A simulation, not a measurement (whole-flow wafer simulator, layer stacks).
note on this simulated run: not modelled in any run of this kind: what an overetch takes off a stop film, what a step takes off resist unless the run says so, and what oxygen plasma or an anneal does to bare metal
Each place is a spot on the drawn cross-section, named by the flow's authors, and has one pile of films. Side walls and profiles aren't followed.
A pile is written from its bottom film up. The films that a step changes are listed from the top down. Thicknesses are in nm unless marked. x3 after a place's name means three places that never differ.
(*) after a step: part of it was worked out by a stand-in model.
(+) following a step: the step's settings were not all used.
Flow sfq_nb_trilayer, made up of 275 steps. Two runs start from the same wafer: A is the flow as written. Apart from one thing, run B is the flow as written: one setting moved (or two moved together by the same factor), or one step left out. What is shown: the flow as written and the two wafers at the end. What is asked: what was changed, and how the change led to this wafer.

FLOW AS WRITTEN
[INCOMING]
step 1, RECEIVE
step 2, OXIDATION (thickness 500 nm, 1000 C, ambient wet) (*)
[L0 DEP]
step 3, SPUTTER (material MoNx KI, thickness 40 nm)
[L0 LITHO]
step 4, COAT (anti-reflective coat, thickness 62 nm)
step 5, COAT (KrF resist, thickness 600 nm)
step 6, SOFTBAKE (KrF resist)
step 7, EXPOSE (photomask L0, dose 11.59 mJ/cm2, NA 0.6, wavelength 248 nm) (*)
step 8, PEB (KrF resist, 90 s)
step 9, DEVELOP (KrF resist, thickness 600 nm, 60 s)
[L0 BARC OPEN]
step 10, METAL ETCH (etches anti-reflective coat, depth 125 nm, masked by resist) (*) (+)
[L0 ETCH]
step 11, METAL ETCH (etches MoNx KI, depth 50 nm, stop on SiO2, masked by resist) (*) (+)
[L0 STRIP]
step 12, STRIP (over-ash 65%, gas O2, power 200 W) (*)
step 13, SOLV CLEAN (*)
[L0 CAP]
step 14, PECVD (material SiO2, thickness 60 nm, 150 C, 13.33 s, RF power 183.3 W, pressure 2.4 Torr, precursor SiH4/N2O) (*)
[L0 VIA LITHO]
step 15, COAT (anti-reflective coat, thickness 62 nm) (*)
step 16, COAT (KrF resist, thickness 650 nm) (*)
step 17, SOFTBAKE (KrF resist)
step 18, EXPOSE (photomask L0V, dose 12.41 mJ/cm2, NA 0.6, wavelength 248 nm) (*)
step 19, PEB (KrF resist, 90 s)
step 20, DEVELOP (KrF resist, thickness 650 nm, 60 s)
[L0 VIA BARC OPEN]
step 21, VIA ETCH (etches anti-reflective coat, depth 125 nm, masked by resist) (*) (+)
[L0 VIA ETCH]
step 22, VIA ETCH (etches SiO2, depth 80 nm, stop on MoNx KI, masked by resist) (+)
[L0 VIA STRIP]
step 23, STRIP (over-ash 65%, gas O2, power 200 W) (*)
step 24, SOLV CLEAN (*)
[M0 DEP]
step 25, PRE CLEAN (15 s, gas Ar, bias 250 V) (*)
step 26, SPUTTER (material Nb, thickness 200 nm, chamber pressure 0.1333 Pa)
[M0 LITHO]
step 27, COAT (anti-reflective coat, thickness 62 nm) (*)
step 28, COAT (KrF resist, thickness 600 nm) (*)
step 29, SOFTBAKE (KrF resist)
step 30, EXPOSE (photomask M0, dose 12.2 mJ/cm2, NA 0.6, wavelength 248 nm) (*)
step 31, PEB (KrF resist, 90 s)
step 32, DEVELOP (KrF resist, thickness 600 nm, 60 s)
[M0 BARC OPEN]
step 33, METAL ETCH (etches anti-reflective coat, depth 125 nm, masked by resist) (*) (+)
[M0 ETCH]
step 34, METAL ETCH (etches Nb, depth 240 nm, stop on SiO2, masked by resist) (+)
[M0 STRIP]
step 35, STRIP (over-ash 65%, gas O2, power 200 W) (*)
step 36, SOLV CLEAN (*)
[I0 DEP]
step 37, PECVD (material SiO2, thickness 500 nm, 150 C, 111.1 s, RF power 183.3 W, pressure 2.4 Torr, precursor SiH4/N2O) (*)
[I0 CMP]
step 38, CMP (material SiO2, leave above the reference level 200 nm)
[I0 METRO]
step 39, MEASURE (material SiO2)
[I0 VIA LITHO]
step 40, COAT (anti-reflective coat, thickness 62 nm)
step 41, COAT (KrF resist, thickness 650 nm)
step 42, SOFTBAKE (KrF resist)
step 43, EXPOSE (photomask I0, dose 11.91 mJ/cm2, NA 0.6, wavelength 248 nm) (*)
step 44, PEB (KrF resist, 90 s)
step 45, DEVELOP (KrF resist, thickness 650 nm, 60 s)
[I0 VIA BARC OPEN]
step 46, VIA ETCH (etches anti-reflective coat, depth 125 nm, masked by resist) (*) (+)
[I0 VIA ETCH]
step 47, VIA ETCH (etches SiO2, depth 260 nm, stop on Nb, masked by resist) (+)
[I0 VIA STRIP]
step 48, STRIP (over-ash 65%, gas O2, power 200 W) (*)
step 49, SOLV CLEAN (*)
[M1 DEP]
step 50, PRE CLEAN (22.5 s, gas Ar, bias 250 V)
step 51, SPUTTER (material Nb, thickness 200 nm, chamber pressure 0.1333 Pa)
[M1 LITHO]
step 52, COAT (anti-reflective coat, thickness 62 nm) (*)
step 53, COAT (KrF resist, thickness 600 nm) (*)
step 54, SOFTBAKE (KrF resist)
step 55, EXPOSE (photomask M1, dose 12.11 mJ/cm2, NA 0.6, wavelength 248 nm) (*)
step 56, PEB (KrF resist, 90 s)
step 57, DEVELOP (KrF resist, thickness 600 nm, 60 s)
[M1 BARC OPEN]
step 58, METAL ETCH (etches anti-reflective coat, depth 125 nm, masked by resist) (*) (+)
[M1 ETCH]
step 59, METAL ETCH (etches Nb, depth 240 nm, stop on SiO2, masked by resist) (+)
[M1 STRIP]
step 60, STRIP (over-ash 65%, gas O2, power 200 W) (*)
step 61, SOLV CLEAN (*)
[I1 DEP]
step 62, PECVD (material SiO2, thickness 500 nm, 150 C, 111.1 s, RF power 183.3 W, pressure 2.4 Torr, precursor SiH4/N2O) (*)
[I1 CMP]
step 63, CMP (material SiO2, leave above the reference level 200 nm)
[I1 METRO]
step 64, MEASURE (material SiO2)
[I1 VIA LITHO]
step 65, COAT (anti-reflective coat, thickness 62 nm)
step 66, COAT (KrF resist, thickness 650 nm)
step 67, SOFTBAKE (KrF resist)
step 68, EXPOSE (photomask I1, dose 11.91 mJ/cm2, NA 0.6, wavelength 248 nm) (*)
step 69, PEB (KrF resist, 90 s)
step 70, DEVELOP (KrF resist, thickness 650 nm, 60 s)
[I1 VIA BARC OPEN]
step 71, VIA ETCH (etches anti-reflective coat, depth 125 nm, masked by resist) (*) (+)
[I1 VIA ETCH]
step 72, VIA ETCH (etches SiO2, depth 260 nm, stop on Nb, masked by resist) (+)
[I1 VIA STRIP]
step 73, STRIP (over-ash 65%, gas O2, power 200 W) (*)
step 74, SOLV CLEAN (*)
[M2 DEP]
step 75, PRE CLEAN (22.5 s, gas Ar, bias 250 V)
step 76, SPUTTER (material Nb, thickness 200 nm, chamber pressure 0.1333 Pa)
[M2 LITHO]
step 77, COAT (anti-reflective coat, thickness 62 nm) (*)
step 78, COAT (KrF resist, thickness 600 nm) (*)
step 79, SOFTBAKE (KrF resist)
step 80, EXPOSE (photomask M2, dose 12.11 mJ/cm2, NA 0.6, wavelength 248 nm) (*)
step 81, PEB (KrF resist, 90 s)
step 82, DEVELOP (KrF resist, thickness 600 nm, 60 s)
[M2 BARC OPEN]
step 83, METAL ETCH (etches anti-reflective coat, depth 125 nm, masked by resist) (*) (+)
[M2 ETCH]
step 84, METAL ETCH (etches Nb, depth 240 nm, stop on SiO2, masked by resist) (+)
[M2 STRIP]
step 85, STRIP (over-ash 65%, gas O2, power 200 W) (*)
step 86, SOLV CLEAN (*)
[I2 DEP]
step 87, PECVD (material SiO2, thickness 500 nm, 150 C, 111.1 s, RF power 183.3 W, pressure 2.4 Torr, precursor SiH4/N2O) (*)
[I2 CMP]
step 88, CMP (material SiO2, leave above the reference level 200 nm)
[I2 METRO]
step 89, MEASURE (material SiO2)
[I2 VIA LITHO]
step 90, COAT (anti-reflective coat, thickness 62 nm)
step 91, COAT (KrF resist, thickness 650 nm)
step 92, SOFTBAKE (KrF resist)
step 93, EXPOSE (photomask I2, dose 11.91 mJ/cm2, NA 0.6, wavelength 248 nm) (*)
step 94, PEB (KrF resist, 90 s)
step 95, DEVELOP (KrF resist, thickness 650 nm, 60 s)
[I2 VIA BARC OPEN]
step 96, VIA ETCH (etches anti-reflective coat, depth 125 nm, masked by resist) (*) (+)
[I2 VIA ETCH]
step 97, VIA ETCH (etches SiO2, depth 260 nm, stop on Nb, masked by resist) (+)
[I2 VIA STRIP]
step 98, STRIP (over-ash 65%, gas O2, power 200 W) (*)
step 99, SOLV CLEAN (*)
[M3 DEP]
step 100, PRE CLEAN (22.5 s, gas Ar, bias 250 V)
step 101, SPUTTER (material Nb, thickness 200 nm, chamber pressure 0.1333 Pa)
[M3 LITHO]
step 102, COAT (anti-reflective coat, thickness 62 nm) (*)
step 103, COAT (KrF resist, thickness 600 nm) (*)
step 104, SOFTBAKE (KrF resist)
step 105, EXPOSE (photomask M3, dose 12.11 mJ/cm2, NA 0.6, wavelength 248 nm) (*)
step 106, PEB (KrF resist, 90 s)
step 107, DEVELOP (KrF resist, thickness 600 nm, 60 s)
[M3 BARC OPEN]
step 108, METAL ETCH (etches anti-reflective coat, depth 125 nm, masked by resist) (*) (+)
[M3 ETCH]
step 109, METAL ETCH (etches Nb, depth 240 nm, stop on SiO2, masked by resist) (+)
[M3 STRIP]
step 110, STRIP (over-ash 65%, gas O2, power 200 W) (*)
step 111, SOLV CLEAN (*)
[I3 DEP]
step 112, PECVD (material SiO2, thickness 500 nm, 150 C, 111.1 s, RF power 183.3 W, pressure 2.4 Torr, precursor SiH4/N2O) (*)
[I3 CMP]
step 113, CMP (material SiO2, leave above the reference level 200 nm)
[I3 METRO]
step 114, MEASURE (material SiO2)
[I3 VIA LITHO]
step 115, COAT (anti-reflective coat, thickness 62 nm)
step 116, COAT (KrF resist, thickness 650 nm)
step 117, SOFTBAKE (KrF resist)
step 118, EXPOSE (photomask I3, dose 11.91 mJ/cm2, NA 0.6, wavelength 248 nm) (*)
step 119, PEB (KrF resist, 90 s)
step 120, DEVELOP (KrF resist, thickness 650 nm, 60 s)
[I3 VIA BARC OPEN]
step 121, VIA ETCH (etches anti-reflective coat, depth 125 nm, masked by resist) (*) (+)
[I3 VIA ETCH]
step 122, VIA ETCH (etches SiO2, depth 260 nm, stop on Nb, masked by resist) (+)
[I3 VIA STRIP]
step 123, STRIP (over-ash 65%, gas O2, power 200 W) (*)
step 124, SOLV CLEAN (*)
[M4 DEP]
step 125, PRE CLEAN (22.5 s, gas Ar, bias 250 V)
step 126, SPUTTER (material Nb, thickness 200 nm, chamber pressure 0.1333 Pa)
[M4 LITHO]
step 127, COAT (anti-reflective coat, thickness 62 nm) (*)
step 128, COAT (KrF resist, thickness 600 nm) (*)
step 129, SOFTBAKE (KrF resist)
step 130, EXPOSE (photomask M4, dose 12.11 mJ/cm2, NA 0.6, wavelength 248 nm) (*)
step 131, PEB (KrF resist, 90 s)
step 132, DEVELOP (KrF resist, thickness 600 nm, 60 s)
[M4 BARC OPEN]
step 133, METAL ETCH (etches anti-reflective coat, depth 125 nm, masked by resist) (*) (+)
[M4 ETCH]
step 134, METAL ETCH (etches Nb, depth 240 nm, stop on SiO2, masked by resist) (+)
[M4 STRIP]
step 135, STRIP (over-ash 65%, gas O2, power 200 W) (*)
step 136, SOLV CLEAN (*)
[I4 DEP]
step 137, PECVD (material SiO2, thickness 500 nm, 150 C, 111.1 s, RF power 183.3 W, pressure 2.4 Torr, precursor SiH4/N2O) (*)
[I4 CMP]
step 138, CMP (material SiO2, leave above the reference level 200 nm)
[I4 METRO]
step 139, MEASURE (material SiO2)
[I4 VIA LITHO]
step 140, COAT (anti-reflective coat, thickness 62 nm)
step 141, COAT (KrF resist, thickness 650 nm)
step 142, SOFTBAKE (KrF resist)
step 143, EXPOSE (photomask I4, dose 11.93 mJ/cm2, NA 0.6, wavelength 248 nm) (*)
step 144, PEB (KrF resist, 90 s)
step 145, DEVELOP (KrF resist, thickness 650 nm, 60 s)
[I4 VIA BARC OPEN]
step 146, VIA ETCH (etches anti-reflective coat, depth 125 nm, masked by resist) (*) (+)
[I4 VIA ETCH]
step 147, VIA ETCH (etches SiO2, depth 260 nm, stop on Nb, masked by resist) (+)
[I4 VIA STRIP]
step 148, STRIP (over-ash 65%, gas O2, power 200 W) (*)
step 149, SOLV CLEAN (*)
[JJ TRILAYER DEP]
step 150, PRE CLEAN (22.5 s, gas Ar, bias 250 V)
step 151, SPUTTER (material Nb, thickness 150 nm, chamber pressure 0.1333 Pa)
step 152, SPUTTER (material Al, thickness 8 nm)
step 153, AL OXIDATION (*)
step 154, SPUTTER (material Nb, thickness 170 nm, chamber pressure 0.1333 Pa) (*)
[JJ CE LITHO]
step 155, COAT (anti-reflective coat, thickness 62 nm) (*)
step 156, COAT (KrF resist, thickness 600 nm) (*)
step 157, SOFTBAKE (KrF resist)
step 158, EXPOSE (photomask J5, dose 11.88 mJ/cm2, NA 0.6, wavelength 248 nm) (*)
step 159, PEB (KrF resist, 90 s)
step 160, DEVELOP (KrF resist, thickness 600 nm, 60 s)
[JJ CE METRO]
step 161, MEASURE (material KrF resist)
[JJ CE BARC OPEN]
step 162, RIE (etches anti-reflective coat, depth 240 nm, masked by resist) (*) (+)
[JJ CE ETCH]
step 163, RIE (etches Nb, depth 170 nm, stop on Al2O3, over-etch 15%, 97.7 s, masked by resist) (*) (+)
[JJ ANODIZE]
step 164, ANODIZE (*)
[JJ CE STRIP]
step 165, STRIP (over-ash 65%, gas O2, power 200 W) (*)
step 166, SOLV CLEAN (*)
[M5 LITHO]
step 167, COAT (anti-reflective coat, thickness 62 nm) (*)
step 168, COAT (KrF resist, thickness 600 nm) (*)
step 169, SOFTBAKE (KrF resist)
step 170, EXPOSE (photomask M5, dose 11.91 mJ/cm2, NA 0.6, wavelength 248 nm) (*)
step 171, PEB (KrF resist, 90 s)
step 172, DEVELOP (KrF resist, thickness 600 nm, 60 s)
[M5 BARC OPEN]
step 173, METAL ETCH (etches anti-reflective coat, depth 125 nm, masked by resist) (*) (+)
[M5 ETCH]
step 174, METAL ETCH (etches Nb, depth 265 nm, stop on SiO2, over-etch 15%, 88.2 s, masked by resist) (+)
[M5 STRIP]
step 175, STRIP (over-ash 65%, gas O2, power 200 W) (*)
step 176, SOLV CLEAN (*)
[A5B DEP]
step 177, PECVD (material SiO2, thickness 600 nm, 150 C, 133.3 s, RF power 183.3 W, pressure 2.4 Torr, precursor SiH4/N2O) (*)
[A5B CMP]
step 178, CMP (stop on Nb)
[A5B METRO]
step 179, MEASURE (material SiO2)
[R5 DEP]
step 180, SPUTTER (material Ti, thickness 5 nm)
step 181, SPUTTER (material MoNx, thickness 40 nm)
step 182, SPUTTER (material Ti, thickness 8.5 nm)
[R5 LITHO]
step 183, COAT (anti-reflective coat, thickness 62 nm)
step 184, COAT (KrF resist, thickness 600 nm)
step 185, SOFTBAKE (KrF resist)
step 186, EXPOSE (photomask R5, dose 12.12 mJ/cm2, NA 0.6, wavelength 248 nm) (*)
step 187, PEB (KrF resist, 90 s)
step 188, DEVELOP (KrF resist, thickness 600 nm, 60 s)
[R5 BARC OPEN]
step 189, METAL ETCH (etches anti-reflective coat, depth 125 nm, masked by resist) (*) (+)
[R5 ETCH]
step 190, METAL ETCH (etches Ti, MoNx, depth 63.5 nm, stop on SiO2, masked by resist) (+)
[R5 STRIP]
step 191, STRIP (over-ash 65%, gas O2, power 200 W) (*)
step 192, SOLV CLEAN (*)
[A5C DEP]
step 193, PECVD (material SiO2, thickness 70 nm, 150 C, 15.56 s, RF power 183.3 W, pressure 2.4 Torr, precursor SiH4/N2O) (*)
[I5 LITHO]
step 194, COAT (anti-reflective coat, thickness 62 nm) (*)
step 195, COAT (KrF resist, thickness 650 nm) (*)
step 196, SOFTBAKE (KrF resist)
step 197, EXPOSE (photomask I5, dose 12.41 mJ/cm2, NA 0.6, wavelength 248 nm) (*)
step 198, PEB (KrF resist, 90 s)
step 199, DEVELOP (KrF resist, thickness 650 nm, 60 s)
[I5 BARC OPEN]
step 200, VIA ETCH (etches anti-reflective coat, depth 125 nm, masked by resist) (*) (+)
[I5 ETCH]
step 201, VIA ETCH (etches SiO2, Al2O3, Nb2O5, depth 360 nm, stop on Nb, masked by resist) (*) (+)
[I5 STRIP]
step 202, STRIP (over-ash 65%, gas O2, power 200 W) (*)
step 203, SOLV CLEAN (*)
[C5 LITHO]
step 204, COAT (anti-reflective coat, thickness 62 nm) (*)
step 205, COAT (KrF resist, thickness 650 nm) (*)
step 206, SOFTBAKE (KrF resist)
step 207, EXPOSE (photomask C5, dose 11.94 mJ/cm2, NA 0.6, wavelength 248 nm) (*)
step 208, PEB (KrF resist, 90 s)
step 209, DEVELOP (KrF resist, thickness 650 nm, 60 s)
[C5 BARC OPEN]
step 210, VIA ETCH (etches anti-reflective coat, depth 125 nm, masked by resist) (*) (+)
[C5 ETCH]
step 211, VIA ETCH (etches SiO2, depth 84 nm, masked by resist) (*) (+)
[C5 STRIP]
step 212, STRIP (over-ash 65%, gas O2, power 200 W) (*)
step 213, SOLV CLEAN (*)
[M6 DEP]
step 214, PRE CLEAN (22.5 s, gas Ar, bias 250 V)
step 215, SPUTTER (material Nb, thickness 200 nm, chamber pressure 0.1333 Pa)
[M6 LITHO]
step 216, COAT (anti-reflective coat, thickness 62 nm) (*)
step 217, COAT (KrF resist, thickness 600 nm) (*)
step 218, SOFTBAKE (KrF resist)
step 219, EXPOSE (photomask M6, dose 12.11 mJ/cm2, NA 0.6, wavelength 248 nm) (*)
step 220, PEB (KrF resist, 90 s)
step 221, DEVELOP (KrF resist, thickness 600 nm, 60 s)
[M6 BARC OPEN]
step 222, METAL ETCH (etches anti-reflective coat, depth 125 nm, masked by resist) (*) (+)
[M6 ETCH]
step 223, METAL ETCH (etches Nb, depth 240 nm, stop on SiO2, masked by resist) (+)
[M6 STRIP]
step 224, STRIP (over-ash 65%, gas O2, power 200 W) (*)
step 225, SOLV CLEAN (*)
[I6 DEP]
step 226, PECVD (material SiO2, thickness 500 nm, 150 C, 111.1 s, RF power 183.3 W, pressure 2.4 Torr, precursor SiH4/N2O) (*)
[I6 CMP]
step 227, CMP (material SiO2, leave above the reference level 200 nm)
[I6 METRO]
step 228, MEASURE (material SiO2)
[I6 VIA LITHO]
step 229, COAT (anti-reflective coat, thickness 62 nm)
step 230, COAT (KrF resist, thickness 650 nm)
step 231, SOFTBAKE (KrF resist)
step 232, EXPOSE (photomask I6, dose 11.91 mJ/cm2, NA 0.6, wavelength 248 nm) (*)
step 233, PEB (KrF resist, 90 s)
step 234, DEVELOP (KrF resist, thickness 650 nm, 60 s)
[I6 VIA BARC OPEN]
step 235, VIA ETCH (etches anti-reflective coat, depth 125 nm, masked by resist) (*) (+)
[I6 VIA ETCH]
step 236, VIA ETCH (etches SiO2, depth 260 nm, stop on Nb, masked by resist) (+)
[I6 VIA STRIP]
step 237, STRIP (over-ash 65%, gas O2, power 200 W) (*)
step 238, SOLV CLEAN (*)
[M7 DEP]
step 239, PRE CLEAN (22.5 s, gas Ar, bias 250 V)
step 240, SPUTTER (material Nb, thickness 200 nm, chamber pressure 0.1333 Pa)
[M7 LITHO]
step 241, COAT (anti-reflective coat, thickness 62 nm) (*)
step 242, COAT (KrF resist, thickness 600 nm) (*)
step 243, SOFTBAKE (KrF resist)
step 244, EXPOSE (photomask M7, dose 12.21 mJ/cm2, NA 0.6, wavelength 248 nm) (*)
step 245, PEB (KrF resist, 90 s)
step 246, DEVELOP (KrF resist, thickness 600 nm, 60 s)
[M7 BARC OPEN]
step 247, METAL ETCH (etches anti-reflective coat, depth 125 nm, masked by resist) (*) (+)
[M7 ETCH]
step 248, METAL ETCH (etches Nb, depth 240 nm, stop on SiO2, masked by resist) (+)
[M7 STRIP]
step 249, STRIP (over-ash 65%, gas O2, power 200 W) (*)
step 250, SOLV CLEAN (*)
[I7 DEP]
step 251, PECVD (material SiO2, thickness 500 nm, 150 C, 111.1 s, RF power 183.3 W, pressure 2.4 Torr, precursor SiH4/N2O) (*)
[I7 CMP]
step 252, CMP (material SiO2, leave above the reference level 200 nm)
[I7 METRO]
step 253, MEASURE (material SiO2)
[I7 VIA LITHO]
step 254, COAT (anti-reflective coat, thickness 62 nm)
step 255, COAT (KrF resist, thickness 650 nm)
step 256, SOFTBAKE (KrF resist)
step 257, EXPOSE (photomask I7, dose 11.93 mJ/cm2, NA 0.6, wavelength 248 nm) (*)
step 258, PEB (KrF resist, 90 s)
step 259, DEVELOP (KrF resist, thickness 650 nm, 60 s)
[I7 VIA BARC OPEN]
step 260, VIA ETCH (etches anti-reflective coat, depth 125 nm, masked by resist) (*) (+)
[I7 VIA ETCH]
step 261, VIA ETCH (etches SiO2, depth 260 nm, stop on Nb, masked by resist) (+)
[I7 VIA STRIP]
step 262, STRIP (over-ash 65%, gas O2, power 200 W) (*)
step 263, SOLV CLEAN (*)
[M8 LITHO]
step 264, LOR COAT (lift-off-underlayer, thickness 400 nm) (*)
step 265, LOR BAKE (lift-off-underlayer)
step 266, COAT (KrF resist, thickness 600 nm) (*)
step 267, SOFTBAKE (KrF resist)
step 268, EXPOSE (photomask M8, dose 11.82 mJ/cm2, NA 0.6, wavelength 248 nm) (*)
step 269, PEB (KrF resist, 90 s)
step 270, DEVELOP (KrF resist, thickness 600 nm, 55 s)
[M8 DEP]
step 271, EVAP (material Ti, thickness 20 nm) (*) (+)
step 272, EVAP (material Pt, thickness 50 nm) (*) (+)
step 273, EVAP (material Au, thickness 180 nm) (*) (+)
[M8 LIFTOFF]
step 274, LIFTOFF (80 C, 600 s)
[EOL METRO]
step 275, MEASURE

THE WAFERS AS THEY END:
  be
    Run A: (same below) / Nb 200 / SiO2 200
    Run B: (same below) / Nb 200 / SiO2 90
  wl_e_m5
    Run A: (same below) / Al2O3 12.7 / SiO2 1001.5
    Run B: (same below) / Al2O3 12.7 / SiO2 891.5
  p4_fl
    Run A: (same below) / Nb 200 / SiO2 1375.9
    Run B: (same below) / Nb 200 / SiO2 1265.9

What caused this: step 252, CMP: leave above the reference level 90 nm was run, while the flow as written has leave above the reference level 200 nm.
One can read it off the wafer: be has SiO2 90, and step 252 as written asks for 200 nm.

The path from the change to this, step by step:
  step 252, CMP (material SiO2, leave above the reference level 200 nm)
      field_l, p4_fl, p4_fm and 56 more: A -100 SiO2 | B -210 SiO2
      v_sur, via_wl, via_w and 37 more: A -300 SiO2 | B -410 SiO2
      (and at 7 other places as well)
  step 261, VIA ETCH (etches SiO2, depth 260 nm, stop on Nb, masked by resist) (+)
      field_l, v_sur, via_sp and 100 more: A -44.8 KrF resist | B -23.2 KrF resist
      via_wl, via_w, via_wr: A -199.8 SiO2 (all of it) | B -89.8 SiO2 (all of it)
  step 262, STRIP (over-ash 65%, gas O2, power 200 W) (*)
      field_l, v_sur, via_sp and 100 more: A -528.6 KrF resist (all of it), -62 anti-reflective coat (all of it) | B -550.2 KrF resist (all of it), -62 anti-reflective coat (all of it)
  step 264, LOR COAT (lift-off-underlayer, thickness 400 nm) (*)
      via_wl, via_wr: A +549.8 lift-off-underlayer (new film) | B +467.4 lift-off-underlayer (new film)
      v_sur: A +369.4 lift-off-underlayer (new film) | B +386.2 lift-off-underlayer (new film)
      (and at 2 other places as well)
  step 266, COAT (KrF resist, thickness 600 nm) (*)
      via_wl: A +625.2 KrF resist (new film) | B +611.3 KrF resist (new film)
      via_w: A +636.8 KrF resist (new film) | B +616.6 KrF resist (new film)
      (and at 1 other place as well)
  step 270, DEVELOP (KrF resist, thickness 600 nm, 55 s)
      v_sur: A -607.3 KrF resist (all of it), -369.4 lift-off-underlayer (all of it) | B -602.6 KrF resist (all of it), -386.2 lift-off-underlayer (all of it)
      via_wl: A -623.9 KrF resist (all of it), -549.8 lift-off-underlayer (all of it) | B -610 KrF resist (all of it), -467.4 lift-off-underlayer (all of it)
      (and at 3 other places as well)
